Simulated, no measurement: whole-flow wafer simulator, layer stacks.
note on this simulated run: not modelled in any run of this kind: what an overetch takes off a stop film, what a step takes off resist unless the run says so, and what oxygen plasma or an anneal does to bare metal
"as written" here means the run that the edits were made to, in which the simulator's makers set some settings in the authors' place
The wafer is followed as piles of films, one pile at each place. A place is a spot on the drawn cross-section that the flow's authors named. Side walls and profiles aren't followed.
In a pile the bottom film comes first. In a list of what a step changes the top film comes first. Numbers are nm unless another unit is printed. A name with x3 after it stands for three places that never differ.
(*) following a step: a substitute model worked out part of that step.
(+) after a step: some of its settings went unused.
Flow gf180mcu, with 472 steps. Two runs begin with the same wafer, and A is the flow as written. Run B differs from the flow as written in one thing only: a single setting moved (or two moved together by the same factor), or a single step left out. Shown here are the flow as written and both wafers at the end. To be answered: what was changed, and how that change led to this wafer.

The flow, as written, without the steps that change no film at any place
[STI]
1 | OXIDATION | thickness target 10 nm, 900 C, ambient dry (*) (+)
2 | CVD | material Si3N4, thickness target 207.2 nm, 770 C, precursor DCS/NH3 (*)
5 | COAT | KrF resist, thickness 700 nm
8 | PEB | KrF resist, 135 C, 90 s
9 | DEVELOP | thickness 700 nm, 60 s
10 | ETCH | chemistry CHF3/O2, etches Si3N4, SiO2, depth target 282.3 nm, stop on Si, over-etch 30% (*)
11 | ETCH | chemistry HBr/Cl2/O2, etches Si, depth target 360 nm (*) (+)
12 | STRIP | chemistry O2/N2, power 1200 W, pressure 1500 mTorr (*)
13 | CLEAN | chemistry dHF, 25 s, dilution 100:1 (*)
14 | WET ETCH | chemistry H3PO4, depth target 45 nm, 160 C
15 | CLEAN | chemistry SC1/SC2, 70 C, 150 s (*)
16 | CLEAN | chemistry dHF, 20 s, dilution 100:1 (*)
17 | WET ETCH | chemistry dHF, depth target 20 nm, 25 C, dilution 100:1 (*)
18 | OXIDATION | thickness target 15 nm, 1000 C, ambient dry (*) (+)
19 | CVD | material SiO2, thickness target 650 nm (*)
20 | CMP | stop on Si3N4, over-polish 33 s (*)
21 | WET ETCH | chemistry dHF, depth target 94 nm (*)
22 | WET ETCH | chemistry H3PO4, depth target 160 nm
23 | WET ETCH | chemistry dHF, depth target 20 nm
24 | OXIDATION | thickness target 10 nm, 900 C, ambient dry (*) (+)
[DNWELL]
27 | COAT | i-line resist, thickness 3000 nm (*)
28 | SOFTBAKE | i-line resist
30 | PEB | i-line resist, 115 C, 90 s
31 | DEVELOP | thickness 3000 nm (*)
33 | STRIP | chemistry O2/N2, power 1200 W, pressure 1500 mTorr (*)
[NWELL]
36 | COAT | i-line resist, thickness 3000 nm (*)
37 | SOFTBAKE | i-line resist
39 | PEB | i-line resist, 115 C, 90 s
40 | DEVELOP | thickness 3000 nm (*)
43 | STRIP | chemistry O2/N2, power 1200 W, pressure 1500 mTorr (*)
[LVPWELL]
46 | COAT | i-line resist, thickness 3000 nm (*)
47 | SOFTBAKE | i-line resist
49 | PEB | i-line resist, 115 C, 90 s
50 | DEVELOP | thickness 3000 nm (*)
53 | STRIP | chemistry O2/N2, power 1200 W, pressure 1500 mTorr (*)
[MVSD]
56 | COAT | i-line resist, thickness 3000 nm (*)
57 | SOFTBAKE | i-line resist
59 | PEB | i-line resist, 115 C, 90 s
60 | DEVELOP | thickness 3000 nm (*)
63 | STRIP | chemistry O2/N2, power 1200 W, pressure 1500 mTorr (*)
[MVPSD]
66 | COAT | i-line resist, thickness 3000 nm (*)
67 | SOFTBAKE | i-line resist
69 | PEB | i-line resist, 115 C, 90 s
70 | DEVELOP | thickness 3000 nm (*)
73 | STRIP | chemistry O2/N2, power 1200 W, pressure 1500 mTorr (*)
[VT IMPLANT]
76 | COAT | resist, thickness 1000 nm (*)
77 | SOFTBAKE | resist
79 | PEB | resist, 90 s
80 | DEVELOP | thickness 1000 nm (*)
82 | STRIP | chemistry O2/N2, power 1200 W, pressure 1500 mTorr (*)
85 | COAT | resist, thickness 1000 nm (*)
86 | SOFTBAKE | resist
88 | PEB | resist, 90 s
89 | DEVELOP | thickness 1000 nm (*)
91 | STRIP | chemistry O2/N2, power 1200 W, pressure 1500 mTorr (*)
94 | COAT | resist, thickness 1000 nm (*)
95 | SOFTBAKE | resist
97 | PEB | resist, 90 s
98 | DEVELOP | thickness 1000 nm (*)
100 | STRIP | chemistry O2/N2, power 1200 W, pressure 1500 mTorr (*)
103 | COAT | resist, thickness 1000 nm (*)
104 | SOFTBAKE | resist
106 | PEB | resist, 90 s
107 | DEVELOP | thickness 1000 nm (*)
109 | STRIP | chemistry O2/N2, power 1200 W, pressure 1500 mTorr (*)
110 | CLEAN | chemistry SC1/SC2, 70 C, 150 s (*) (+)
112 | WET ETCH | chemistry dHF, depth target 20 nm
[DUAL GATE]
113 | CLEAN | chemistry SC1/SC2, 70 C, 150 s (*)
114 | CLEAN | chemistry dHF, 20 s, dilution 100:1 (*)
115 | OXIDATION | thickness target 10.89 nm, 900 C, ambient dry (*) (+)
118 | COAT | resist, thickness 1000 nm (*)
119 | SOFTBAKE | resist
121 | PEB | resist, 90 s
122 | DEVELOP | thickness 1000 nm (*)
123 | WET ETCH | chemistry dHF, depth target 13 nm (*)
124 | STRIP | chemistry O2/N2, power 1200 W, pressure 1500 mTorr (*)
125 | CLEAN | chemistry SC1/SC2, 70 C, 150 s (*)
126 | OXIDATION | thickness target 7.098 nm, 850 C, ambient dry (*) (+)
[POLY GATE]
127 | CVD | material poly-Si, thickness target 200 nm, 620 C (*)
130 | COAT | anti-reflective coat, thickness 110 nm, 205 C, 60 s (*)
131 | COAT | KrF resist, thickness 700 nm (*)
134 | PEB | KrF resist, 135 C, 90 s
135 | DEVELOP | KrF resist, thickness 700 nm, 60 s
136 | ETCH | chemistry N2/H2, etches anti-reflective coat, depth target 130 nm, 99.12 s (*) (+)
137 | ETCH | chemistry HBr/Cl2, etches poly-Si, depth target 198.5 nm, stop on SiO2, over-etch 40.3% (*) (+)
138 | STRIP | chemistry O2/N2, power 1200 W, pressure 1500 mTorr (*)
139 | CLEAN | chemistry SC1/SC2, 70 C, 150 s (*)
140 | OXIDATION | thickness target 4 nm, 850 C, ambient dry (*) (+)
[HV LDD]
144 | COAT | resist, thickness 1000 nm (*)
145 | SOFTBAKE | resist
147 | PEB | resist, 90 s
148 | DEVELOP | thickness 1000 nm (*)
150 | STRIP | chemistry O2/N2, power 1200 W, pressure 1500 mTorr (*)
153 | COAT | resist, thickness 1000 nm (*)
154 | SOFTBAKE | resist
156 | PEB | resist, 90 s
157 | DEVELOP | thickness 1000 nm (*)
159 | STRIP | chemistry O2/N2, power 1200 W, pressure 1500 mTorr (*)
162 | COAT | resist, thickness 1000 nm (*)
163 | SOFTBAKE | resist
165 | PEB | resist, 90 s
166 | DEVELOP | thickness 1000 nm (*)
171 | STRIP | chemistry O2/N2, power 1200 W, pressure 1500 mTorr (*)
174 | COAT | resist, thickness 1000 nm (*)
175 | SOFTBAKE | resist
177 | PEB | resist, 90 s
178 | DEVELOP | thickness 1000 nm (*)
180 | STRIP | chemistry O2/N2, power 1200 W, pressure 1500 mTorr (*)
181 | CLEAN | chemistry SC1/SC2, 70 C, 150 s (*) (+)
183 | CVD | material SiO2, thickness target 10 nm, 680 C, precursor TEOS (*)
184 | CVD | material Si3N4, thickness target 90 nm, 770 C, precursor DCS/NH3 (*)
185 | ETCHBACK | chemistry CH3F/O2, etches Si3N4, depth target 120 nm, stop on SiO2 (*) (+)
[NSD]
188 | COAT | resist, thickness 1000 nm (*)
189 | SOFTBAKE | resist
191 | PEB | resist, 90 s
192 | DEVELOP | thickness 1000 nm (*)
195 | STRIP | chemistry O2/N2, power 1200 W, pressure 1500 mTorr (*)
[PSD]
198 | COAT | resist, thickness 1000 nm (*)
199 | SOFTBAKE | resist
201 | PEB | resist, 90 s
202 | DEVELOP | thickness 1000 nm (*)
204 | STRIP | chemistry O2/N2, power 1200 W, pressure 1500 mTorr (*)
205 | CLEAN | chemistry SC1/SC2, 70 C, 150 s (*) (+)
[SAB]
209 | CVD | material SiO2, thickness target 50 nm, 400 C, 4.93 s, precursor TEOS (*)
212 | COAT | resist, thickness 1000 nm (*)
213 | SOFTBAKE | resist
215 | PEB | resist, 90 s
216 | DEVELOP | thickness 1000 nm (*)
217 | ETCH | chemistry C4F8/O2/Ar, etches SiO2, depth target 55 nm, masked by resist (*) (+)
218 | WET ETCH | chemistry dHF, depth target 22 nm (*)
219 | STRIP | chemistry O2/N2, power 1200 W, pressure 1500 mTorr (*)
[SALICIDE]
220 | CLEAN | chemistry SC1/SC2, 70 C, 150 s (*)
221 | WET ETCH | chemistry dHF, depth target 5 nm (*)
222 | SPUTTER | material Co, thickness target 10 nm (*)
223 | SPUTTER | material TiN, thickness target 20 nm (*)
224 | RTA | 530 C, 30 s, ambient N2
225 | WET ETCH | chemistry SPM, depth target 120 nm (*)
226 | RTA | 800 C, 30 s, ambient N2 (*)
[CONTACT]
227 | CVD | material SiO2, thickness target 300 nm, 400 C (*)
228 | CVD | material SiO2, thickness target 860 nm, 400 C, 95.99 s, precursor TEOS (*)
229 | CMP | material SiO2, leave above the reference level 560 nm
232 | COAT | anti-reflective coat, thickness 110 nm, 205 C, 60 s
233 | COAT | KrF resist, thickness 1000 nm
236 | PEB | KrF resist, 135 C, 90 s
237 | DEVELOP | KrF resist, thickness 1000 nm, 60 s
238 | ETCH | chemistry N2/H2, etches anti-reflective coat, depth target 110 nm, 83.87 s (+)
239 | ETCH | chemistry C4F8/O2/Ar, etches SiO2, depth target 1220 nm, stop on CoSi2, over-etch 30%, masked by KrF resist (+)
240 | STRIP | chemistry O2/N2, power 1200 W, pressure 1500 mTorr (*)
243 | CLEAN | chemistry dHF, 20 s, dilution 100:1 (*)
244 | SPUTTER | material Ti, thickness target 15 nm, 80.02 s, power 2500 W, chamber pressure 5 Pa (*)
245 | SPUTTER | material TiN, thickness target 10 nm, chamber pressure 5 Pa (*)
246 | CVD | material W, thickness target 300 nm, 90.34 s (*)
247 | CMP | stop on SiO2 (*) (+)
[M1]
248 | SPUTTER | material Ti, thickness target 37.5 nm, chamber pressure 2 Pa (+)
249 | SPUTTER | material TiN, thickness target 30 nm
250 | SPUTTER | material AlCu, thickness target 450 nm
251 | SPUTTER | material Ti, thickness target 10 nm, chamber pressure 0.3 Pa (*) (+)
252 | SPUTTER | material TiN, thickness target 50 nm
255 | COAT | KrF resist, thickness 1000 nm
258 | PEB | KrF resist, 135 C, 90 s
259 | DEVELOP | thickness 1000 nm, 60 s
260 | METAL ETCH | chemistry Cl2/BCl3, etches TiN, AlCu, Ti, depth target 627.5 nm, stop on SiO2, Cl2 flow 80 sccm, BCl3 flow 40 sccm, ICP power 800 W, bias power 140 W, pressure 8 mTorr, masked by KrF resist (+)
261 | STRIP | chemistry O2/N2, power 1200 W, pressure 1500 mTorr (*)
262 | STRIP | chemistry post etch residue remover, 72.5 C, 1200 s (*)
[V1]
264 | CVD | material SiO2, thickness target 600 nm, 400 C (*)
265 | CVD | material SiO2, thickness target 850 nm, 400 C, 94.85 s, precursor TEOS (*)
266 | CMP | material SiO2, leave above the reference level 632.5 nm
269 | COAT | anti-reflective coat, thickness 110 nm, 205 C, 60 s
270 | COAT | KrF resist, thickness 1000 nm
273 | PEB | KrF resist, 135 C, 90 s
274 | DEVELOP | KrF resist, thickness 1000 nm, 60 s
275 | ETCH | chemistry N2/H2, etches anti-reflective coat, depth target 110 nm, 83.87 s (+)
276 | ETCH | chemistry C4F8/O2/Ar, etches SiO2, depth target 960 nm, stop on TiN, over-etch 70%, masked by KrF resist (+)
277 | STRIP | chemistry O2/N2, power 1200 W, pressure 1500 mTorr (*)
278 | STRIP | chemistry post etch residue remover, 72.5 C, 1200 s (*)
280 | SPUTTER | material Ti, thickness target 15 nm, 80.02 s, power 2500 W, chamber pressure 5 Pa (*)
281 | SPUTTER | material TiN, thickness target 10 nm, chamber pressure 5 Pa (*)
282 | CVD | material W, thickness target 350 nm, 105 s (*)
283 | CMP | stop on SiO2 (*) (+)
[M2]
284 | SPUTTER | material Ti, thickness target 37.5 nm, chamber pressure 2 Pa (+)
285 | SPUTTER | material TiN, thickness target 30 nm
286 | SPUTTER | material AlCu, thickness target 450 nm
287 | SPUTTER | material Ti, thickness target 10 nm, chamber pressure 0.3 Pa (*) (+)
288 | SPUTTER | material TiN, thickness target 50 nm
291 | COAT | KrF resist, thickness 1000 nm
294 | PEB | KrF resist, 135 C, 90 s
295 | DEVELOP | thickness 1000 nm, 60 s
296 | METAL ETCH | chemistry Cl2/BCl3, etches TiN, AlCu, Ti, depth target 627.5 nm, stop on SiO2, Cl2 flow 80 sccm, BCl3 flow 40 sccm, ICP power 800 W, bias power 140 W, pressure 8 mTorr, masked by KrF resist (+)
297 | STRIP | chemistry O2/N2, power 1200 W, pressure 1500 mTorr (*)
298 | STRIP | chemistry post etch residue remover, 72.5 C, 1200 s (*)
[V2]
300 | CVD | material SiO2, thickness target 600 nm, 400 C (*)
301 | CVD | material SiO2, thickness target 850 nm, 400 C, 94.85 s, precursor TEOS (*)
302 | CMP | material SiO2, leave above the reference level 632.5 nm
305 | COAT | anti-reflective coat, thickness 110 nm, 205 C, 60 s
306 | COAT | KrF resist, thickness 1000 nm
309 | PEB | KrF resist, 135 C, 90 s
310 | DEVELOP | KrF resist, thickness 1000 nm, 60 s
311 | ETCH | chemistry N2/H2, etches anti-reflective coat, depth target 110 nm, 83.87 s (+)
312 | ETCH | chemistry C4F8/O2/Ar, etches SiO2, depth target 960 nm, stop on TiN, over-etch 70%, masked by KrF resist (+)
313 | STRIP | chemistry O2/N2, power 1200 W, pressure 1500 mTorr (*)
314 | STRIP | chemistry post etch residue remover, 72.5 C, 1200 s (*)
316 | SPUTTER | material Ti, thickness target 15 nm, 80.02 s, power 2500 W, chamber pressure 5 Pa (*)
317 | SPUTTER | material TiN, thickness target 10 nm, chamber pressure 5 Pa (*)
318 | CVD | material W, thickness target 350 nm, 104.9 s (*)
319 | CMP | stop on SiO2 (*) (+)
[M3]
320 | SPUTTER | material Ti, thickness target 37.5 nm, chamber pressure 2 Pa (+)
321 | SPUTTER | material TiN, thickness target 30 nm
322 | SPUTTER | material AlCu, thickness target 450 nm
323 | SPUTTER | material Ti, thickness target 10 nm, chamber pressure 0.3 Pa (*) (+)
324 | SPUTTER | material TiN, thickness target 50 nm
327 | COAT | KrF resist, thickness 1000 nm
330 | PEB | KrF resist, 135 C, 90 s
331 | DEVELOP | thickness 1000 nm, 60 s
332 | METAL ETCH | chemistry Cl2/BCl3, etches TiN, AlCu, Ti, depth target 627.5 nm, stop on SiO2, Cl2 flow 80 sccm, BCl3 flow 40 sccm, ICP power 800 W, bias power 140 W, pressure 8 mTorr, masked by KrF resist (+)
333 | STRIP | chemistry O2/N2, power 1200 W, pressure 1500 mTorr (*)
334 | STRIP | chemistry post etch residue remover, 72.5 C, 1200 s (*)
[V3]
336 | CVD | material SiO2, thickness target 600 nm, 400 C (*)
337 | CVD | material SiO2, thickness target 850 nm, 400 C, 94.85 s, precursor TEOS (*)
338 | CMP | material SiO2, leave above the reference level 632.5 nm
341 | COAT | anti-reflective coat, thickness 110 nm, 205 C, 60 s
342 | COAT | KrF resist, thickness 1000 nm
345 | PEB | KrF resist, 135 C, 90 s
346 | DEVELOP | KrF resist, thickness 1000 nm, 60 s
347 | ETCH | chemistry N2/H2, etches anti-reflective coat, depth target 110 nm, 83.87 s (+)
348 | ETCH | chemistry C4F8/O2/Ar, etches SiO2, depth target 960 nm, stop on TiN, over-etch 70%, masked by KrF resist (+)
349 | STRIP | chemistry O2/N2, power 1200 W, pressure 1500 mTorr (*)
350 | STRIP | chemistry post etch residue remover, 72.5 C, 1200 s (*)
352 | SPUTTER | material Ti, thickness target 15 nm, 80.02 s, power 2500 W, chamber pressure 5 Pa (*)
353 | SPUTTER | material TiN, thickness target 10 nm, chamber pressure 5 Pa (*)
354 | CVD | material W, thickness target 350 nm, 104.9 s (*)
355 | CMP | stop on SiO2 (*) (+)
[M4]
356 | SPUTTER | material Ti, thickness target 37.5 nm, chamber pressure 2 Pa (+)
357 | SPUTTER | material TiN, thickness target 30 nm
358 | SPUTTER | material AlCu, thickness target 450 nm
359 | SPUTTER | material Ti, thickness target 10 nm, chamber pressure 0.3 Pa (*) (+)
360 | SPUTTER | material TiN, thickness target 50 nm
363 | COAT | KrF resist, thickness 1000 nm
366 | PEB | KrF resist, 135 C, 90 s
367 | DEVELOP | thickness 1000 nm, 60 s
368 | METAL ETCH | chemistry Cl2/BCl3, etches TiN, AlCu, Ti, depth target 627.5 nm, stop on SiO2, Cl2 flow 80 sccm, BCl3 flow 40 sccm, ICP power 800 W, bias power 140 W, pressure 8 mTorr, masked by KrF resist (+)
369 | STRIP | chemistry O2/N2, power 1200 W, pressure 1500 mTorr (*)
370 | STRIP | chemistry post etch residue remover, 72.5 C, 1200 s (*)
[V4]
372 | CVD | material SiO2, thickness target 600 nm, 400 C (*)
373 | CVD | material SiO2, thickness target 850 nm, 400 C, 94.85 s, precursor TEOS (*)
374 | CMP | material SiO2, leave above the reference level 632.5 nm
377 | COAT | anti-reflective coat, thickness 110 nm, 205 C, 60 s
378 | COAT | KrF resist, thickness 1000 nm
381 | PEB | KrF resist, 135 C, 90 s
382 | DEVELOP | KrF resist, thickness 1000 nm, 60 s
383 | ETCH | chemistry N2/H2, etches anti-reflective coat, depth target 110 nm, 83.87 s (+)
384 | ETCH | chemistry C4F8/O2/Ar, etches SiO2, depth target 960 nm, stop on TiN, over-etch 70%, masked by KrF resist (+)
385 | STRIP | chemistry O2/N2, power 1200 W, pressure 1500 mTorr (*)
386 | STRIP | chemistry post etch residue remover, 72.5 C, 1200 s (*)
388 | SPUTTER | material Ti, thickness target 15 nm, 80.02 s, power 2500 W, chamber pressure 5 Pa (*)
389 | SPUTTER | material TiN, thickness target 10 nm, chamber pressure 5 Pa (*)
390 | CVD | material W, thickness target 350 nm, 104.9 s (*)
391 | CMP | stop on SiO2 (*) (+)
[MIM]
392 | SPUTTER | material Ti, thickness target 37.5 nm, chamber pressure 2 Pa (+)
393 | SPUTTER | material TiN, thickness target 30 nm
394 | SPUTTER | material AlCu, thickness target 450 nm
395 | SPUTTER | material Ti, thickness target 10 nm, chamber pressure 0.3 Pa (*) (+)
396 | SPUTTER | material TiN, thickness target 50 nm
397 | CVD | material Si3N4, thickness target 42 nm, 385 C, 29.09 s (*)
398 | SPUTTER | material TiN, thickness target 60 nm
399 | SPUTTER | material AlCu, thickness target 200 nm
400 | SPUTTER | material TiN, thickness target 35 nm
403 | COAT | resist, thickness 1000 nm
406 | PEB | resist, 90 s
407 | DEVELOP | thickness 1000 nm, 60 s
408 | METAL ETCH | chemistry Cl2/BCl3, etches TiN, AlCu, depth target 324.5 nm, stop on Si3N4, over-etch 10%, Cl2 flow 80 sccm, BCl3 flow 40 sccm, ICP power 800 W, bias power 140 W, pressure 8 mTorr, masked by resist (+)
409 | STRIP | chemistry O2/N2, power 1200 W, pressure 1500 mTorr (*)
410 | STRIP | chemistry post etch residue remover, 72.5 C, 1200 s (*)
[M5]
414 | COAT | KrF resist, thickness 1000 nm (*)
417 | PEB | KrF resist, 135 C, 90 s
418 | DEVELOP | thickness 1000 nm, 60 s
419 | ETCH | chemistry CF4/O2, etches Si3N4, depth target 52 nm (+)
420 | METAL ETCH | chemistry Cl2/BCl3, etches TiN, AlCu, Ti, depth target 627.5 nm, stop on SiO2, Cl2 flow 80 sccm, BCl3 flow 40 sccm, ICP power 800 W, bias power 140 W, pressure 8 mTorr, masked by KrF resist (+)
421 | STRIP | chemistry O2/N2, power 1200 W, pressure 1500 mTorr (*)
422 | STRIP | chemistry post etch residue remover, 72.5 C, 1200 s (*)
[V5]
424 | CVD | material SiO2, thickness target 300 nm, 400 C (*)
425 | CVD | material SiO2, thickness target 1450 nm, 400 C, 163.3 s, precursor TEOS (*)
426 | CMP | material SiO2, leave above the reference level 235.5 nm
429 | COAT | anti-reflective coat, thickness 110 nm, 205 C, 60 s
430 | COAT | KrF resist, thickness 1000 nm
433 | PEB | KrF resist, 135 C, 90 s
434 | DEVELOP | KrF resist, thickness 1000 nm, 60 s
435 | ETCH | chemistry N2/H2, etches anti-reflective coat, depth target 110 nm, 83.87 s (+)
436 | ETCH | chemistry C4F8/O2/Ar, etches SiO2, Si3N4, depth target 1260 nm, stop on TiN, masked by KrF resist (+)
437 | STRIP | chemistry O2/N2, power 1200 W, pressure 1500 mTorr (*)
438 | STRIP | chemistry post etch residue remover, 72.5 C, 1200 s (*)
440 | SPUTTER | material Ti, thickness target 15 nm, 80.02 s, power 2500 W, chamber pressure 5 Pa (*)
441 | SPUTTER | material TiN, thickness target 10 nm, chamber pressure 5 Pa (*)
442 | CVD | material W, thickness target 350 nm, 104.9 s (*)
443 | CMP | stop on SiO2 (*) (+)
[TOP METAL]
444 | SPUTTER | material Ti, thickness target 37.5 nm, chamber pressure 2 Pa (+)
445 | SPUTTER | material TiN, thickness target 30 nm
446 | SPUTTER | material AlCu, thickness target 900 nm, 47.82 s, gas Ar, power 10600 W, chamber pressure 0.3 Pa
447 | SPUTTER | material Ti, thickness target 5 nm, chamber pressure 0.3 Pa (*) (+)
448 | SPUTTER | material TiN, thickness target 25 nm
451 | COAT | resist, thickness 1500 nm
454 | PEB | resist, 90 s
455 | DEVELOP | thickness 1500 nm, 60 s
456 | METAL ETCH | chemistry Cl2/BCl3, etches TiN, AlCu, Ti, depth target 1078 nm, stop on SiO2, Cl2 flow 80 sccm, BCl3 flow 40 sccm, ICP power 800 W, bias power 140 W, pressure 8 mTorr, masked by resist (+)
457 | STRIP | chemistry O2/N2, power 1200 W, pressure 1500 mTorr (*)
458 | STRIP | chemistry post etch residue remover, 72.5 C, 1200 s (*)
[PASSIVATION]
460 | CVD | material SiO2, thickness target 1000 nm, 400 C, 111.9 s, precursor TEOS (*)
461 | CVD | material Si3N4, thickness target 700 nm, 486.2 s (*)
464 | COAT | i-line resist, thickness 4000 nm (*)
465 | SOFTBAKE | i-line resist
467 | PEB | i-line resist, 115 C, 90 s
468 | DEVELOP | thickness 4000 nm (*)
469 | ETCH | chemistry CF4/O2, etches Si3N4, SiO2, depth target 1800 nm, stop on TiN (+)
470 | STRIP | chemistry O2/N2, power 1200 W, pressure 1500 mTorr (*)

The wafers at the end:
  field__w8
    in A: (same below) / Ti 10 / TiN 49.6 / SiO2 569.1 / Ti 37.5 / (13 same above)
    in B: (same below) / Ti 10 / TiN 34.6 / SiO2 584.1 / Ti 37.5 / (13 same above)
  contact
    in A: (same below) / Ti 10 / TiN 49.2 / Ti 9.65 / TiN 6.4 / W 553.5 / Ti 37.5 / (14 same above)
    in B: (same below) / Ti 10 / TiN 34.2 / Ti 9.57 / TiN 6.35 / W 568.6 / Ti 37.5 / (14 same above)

The reason: step 360, SPUTTER: thickness target 35 nm was run, while the flow as written has thickness target 50 nm.

The path from the change to this, step by step:
  360 | SPUTTER | material TiN, thickness target 50 nm
      field, field__w1, field__w2 and 108 more: A TiN gains 50 (new film) | B TiN gains 35 (new film)
  368 | METAL ETCH | chemistry Cl2/BCl3, etches TiN, AlCu, Ti, depth target 627.5 nm, stop on SiO2, Cl2 flow 80 sccm, BCl3 flow 40 sccm, ICP power 800 W, bias power 140 W, pressure 8 mTorr, masked by KrF resist (+)
      field, field__w1, field__w2 and 103 more: A TiN loses 50 (all of it), Ti loses 10 (all of it), AlCu loses 450 (all of it), TiN loses 30 (all of it), Ti loses 37.5 (all of it) | B TiN loses 35 (all of it), Ti loses 10 (all of it), AlCu loses 450 (all of it), TiN loses 30 (all of it), Ti loses 37.5 (all of it)
  384 | ETCH | chemistry C4F8/O2/Ar, etches SiO2, depth target 960 nm, stop on TiN, over-etch 70%, masked by KrF resist (+)
      contact: A SiO2 loses 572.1 (all of it) | B SiO2 loses 587.1 (all of it)
